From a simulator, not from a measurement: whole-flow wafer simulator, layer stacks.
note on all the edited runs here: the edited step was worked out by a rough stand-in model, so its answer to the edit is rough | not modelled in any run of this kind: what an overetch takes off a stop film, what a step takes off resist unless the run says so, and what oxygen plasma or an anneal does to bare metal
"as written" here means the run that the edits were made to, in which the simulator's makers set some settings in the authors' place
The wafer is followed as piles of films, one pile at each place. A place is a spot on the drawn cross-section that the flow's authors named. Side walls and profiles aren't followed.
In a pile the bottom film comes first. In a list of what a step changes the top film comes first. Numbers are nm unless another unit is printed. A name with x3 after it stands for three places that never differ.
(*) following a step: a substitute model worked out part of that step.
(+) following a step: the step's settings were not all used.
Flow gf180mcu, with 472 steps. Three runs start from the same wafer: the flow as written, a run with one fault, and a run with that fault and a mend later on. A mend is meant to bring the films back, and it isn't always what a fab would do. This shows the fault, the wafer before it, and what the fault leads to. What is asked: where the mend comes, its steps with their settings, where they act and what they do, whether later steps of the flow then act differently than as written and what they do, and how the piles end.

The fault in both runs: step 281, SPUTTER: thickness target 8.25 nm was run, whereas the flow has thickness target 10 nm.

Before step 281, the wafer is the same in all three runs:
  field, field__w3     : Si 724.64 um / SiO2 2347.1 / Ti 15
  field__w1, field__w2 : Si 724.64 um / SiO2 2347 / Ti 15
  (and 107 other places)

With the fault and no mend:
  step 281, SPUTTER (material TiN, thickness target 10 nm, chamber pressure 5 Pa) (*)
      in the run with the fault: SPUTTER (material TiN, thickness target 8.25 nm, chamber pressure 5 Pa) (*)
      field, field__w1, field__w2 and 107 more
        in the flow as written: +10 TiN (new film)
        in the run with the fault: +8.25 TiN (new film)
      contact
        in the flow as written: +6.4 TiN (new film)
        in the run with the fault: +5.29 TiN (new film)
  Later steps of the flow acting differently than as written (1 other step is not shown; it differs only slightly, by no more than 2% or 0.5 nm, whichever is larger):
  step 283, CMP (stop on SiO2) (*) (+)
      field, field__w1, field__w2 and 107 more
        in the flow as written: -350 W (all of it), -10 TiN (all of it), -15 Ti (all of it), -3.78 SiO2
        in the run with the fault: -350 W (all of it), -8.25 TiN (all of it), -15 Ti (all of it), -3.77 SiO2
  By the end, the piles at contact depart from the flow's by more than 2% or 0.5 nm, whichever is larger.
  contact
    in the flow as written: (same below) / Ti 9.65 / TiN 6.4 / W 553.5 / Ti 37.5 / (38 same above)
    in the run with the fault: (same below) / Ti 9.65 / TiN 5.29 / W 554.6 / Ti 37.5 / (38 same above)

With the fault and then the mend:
  The mend follows step 281.
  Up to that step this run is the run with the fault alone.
  step 281a, SPUTTER (material TiN, thickness target 1.75 nm, chamber pressure 5 Pa) (*) (the flow's step 281, run once more with other settings)
      field, field__w1, field__w2 and 107 more
        +1.75 TiN
      contact
        +1.12 TiN
  Later steps of the flow that are run all act as written at every place that is followed.
  By the end, the piles equal the flow's at every place that both follow.
